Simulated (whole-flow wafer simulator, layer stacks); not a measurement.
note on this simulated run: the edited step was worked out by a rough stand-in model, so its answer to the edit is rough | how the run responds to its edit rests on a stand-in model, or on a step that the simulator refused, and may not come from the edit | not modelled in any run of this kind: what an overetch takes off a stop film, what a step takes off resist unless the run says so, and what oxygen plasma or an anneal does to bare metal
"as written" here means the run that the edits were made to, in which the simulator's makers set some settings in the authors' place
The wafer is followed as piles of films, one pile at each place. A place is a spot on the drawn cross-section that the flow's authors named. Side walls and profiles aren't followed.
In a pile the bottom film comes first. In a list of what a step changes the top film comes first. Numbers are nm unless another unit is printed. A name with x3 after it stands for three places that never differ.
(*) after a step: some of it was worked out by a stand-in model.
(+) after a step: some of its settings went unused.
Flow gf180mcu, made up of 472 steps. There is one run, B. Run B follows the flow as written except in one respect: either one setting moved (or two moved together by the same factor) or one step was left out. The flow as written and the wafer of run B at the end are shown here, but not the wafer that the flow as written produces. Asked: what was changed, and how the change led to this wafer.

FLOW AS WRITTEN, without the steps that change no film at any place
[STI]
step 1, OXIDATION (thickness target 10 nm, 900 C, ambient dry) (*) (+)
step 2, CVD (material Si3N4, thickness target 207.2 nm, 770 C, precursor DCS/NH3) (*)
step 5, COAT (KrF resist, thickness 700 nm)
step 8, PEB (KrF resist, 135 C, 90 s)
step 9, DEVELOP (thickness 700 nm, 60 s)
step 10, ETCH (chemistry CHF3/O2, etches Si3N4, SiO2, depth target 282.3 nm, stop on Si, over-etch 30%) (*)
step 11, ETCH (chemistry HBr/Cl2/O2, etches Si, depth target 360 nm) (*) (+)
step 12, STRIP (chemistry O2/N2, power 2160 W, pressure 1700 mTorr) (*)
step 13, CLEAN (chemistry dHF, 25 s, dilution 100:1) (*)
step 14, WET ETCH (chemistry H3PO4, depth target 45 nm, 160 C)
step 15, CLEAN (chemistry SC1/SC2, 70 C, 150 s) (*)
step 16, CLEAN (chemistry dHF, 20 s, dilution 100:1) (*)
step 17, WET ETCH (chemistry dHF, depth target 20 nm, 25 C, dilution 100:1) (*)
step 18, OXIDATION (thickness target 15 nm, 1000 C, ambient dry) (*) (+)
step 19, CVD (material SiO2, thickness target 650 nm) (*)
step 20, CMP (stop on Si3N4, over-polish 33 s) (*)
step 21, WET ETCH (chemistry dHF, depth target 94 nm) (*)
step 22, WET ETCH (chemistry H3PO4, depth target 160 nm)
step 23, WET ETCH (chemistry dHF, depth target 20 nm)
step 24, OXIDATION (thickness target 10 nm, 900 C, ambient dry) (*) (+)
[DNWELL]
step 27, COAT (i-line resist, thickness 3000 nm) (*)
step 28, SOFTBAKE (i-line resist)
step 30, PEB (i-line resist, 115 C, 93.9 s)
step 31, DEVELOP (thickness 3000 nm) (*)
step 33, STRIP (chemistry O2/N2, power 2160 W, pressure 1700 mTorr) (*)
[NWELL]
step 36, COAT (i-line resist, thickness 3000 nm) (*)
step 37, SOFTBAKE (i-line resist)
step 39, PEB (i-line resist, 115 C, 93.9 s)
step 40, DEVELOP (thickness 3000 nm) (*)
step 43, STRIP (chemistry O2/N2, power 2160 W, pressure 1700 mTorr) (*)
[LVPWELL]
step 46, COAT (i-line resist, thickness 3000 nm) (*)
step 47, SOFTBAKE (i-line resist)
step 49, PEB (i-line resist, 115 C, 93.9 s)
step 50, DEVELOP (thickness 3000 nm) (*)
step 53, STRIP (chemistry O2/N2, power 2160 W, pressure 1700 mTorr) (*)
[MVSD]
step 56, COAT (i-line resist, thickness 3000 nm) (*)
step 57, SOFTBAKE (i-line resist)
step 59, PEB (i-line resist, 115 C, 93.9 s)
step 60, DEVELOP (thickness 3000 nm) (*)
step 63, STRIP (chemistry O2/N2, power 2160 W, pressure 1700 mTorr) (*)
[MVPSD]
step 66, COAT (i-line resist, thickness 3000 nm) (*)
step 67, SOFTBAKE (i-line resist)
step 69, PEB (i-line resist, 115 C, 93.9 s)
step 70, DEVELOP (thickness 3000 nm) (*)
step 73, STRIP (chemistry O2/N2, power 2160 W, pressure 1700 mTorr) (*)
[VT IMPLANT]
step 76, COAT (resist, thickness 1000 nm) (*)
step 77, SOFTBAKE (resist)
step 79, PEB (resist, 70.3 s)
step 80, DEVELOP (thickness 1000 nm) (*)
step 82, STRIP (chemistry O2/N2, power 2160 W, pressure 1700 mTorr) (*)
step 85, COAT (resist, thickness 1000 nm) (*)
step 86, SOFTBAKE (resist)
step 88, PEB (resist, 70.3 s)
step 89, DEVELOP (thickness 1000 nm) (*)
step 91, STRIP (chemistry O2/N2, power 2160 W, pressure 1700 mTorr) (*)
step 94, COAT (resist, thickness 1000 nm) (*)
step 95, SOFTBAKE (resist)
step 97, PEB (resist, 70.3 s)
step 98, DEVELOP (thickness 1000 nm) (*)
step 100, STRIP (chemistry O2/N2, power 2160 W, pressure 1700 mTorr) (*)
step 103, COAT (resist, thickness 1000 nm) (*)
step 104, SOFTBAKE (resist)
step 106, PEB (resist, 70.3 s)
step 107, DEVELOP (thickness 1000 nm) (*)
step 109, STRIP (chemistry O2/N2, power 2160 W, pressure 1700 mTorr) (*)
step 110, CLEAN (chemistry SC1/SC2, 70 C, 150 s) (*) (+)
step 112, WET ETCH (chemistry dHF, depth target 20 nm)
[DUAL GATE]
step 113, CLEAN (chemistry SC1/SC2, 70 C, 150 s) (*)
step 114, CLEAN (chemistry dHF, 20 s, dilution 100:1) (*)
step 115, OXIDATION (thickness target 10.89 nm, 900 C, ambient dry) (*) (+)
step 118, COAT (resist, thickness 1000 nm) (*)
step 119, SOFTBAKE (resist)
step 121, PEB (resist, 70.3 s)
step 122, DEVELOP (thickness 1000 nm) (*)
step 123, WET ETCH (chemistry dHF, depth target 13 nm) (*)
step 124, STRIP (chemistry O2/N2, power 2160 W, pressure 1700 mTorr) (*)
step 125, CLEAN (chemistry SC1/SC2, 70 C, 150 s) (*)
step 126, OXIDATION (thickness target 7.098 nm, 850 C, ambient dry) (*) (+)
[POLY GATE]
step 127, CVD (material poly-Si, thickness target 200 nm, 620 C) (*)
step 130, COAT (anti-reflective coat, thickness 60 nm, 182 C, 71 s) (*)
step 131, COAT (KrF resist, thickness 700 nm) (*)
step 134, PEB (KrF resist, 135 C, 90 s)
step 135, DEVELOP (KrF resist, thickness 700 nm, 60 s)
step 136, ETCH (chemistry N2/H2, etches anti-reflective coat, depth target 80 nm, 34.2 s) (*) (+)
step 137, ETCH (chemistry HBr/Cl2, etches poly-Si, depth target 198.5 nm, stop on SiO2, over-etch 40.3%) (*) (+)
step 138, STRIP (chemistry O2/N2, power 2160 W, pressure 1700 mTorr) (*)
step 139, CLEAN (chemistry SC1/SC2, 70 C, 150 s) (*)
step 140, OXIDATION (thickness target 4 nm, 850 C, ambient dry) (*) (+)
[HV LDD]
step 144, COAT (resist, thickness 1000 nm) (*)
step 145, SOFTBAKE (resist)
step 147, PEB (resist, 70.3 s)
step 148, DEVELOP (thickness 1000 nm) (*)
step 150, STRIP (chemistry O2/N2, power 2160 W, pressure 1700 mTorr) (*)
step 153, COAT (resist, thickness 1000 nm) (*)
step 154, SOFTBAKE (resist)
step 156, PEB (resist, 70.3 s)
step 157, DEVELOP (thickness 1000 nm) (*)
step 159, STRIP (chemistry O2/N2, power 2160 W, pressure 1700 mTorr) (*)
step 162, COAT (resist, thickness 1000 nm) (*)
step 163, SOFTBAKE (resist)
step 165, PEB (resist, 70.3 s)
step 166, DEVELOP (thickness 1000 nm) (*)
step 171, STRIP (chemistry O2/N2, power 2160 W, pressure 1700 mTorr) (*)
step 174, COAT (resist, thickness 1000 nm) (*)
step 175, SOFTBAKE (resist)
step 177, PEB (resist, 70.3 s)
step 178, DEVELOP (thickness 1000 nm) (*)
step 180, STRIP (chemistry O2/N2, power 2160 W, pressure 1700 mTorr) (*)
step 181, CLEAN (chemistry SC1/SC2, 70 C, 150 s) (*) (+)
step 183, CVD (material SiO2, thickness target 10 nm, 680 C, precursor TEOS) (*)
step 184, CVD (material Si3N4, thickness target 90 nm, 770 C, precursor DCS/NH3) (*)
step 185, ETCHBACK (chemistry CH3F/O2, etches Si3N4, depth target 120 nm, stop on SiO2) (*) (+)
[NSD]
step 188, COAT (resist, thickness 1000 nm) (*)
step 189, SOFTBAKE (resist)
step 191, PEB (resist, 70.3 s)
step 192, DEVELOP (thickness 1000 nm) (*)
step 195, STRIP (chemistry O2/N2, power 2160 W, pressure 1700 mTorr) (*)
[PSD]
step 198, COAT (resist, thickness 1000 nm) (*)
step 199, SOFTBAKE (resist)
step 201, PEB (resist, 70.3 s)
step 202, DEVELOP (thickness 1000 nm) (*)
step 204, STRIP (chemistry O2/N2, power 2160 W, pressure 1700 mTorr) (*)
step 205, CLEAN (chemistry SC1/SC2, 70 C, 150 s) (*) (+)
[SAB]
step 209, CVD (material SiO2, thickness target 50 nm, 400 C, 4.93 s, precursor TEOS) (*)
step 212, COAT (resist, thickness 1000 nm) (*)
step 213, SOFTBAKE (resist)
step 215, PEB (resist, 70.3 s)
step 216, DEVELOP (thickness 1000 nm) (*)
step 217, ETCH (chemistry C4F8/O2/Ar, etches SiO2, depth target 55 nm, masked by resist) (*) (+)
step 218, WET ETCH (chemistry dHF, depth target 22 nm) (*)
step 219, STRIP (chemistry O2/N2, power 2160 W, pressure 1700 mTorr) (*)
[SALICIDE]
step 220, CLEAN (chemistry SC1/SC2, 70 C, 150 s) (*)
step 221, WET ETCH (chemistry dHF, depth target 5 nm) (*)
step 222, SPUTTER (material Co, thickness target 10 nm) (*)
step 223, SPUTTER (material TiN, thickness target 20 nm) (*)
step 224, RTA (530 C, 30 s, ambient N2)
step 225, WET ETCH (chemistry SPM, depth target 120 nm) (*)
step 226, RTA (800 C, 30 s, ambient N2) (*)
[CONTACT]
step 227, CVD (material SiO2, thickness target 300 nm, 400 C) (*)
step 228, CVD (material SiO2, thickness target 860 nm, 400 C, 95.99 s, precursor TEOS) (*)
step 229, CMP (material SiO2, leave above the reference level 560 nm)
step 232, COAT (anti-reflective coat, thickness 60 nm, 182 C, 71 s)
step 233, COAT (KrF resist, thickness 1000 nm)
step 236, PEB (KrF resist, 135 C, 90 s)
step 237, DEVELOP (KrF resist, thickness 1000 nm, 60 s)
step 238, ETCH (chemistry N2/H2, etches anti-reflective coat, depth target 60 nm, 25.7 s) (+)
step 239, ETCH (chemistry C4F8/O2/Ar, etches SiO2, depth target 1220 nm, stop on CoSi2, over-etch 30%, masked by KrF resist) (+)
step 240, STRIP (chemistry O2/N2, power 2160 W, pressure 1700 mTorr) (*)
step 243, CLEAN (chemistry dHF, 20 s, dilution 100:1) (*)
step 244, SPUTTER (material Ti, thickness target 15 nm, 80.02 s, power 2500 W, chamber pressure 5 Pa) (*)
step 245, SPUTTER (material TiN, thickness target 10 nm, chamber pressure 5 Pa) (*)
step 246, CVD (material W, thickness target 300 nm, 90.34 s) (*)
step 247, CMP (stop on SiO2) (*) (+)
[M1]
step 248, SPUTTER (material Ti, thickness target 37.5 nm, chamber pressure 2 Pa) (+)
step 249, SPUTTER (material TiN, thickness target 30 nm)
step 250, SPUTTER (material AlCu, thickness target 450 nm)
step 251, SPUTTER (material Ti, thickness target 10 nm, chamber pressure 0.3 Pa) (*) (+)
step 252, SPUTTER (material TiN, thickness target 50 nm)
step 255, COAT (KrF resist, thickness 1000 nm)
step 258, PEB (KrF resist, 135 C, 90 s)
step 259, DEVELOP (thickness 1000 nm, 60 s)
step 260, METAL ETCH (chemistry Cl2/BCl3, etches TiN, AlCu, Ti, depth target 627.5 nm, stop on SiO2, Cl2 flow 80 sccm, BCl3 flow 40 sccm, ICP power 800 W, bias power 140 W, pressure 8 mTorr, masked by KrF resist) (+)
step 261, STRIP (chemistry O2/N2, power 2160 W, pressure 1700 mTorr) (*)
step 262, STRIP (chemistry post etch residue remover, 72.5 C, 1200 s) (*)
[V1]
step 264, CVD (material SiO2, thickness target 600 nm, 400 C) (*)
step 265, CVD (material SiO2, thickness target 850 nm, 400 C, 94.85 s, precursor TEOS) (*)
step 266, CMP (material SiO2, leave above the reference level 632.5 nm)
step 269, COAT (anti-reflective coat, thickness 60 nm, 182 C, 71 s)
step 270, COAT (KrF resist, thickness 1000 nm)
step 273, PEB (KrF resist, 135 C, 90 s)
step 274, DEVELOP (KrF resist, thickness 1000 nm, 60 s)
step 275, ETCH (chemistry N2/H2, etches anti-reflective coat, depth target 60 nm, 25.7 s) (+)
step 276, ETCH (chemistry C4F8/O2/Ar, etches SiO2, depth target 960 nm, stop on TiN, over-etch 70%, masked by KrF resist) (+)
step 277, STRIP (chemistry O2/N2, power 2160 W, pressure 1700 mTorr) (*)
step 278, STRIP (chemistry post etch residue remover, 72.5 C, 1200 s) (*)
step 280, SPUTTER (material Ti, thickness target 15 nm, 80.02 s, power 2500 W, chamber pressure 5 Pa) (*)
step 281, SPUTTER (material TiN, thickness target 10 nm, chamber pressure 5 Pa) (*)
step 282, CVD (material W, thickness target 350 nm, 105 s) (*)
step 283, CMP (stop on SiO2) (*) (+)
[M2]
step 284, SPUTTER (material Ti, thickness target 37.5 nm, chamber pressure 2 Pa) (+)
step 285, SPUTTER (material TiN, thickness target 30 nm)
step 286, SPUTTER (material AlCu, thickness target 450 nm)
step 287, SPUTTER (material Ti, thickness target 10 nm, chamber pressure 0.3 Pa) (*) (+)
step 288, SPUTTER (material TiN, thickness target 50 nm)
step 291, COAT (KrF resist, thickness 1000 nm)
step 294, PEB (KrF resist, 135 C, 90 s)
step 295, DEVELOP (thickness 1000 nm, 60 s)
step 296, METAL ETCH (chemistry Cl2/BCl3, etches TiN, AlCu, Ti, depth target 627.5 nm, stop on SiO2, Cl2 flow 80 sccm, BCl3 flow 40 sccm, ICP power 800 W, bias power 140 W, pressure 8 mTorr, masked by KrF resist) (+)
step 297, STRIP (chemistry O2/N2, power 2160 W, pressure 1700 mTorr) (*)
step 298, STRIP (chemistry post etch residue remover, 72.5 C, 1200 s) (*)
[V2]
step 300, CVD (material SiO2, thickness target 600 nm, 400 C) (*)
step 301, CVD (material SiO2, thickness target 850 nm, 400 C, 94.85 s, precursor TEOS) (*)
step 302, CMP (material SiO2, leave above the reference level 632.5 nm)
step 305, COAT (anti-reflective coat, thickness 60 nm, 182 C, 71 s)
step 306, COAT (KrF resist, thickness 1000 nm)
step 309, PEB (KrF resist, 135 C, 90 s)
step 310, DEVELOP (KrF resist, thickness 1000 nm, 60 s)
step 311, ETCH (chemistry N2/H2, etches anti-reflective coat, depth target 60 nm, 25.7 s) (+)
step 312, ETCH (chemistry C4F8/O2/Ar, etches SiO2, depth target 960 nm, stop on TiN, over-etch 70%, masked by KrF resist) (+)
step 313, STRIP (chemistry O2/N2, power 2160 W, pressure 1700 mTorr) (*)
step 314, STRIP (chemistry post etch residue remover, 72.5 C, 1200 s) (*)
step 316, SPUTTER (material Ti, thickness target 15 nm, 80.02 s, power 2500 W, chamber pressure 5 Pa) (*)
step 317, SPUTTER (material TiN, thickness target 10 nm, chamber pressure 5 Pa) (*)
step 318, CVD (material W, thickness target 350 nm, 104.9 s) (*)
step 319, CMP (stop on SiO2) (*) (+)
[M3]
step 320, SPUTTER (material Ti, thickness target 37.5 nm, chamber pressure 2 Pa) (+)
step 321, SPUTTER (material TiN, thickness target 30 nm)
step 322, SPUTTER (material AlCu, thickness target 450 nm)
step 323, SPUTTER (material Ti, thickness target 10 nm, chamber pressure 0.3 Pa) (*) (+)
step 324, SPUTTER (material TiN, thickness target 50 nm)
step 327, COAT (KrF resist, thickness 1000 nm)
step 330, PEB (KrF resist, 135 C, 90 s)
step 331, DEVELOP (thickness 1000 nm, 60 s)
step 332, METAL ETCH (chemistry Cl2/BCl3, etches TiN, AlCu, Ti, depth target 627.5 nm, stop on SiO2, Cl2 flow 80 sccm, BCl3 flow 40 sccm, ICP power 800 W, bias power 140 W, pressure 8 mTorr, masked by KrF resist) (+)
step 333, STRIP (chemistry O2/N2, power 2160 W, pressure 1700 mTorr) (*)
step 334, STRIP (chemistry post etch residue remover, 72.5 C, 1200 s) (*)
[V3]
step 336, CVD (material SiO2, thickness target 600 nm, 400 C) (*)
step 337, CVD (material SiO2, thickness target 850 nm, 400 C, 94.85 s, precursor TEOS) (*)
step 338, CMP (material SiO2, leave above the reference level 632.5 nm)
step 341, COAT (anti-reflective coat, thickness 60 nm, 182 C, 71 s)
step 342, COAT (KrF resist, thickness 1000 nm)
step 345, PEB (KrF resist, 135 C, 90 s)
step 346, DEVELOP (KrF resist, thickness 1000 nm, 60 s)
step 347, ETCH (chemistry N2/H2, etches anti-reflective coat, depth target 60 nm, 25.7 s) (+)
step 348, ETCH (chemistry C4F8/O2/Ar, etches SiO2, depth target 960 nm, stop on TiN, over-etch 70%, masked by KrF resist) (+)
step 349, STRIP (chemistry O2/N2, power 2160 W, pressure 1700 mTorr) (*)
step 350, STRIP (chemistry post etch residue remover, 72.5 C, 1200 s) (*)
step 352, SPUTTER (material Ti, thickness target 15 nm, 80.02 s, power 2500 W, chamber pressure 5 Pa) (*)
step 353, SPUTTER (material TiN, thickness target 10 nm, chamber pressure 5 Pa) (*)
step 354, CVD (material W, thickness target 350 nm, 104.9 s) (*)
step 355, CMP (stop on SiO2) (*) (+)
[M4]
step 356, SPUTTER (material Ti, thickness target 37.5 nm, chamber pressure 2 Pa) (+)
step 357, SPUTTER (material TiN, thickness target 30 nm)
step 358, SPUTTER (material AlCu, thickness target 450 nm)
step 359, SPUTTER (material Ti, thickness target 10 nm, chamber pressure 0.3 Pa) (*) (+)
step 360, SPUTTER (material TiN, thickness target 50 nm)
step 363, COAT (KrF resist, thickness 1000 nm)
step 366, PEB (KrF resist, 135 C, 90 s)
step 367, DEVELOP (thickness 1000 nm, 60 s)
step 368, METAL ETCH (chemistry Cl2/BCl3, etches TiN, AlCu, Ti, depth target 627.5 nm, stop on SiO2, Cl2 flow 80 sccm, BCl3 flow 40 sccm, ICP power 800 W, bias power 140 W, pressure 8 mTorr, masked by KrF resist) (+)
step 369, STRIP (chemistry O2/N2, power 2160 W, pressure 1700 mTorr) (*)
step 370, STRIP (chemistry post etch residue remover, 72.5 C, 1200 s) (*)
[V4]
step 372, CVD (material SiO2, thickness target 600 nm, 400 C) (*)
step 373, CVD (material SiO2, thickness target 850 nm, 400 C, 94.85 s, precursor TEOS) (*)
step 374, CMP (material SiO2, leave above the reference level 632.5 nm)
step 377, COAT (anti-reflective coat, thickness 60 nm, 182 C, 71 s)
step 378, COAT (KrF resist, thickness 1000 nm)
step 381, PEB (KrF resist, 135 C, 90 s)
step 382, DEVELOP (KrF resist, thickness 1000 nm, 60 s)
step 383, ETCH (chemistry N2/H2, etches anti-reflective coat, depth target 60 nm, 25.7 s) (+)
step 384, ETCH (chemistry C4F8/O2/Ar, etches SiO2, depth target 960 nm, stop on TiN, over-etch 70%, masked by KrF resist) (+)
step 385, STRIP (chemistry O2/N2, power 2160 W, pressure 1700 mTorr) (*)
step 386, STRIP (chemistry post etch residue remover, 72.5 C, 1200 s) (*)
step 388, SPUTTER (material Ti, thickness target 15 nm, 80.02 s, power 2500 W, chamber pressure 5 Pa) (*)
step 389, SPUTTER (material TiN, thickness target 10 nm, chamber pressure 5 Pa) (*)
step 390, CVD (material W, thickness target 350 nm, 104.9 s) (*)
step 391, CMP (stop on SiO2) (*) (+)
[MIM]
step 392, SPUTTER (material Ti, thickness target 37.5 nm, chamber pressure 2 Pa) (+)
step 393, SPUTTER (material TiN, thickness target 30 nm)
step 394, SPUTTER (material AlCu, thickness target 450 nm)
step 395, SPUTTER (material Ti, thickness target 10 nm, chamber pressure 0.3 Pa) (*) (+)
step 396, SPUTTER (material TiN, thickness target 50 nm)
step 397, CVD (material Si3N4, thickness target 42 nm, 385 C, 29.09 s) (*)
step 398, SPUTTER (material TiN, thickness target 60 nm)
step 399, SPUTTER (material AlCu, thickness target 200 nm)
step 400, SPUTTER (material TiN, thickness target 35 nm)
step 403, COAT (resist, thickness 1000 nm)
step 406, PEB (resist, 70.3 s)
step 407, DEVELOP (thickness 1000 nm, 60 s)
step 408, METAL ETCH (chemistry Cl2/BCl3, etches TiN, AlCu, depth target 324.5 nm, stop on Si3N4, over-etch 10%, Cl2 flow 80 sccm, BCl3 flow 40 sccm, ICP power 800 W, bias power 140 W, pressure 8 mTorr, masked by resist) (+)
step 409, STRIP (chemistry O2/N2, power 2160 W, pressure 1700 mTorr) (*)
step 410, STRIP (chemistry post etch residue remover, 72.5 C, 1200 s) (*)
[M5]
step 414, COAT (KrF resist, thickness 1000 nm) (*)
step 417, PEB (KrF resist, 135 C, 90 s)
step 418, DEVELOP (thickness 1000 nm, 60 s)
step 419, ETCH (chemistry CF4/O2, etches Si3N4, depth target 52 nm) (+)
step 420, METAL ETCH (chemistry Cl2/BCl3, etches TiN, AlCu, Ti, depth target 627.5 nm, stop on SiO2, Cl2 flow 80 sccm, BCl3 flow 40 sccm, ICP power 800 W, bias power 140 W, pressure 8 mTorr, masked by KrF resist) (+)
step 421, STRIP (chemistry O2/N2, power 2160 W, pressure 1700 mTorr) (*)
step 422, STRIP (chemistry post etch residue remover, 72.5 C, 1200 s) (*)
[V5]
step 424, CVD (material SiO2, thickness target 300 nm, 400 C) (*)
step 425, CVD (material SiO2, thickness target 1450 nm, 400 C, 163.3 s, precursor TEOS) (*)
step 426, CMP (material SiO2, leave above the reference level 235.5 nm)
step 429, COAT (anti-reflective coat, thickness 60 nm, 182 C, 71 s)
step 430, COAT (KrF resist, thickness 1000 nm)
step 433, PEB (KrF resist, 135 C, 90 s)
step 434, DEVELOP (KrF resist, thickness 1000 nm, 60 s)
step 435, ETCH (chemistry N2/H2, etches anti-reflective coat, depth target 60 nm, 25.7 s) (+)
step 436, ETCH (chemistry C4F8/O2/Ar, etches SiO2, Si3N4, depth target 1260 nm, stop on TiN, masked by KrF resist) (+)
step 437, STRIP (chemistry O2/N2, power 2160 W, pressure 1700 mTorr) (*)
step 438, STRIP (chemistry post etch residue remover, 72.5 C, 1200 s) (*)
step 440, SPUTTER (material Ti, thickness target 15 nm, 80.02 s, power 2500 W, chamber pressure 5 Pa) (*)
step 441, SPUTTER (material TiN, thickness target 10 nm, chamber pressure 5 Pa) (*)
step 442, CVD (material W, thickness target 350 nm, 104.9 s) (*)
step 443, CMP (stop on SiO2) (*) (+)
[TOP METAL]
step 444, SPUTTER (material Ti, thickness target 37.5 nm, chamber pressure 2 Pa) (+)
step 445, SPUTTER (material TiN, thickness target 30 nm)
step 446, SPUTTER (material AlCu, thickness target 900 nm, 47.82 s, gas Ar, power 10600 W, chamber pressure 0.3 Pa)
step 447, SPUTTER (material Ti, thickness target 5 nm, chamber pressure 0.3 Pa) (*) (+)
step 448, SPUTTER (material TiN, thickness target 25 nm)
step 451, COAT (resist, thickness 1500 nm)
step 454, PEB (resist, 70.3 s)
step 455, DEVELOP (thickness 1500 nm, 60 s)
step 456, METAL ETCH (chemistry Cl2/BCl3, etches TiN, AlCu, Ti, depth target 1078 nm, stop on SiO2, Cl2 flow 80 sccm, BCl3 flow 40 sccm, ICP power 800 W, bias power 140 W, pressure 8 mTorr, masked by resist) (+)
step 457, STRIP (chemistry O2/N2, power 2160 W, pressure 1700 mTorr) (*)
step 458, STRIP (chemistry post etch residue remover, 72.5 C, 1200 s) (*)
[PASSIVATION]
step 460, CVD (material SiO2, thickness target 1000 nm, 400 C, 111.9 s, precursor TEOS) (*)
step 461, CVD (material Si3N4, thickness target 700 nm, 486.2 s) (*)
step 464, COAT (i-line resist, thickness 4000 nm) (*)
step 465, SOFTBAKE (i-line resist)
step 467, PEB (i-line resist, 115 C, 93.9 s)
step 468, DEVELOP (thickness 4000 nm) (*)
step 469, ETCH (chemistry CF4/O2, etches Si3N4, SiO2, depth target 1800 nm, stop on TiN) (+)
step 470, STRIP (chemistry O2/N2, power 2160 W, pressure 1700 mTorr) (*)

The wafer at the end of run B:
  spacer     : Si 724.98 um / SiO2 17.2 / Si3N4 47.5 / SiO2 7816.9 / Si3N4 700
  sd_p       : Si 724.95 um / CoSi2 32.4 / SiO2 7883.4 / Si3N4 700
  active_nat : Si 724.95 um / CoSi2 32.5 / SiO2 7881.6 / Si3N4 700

What caused this: step 184, CVD: thickness target 51.7 nm was run, though the flow has thickness target 90 nm.

How this came from the change, step by step:
  step 184, CVD (material Si3N4, thickness target 90 nm, 770 C, precursor DCS/NH3) (*)
      field, field__w1, field__w2 and 101 more: Si3N4 gains 51.7 (new film) (it would be, as written: Si3N4 gains 90 (new film))
  step 185, ETCHBACK (chemistry CH3F/O2, etches Si3N4, depth target 120 nm, stop on SiO2) (*) (+)
      field, field__w1, field__w2 and 100 more: Si3N4 loses 51.7 (all of it), SiO2 loses 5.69 (it would be, as written: Si3N4 loses 90 (all of it), SiO2 loses 2.5)
  step 188, COAT (resist, thickness 1000 nm) (*)
      spacer: resist gains 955 (new film) (it would be, as written: resist gains 920.2 (new film))
  step 189, SOFTBAKE (resist)
      field__w6: resist gains 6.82 (it would be, as written: resist gains 7.53)
      field__w7: resist gains 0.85 (it would be, as written: resist gains 1.57)
      (and at 17 other places as well)
  step 191, PEB (resist, 70.3 s)
      spacer: resist loses 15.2 (it would be, as written: resist loses 14.3)
  step 192, DEVELOP (thickness 1000 nm) (*)
      spacer: resist loses 939.9 (all of it) (it would be, as written: resist loses 905.9 (all of it))
  step 198, COAT (resist, thickness 1000 nm) (*)
      spacer: resist gains 955 (new film) (it would be, as written: resist gains 920.2 (new film))
  step 199, SOFTBAKE (resist)
      field__w6: resist gains 6.82 (it would be, as written: resist gains 7.53)
      field__w7: resist gains 0.85 (it would be, as written: resist gains 1.57)
      (and at 17 other places as well)
  step 201, PEB (resist, 70.3 s)
      spacer: resist loses 15.2 (it would be, as written: resist loses 14.3)
  step 204, STRIP (chemistry O2/N2, power 2160 W, pressure 1700 mTorr) (*)
      spacer: resist loses 939.9 (all of it) (it would be, as written: resist loses 905.9 (all of it))
  step 212, COAT (resist, thickness 1000 nm) (*)
      spacer: resist gains 954.2 (new film) (it would be, as written: resist gains 919.4 (new film))
  step 213, SOFTBAKE (resist)
      field__w9: resist gains 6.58 (it would be, as written: resist loses 3.11)
      field__w5: resist gains 6.83 (it would be, as written: resist gains 7.65)
      (and at 13 other places as well)
  step 215, PEB (resist, 70.3 s)
      spacer: resist loses 15.1 (it would be, as written: resist loses 14.3)
  step 216, DEVELOP (thickness 1000 nm) (*)
      spacer: resist loses 939.1 (all of it) (it would be, as written: resist loses 905.1 (all of it))
  step 218, WET ETCH (chemistry dHF, depth target 22 nm) (*)
      gate, gate_hv, gate_p and 23 more: SiO2 loses 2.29 (all of it) (it would be, as written: SiO2 loses 5.48 (all of it))
      active, p_well, sd_n, iso_ptap_pw, iso_ntap_nw, iso_ptap_sub, vpnp_e: SiO2 loses 5.82 (all of it) (it would be, as written: SiO2 loses 9.01 (all of it))
      (and at 16 other places as well)
  step 222, SPUTTER (material Co, thickness target 10 nm) (*)
      field__w2: Co gains 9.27 (new film) (it would be, as written: Co gains 8.65 (new film))
      field__w3: Co gains 8.9 (new film) (it would be, as written: Co gains 8.06 (new film))
      (and at 4 other places as well)
  ... another 4 steps ...
  step 229, CMP (material SiO2, leave above the reference level 560 nm)
      spacer: SiO2 loses 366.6 (it would be, as written: SiO2 loses 404.9)
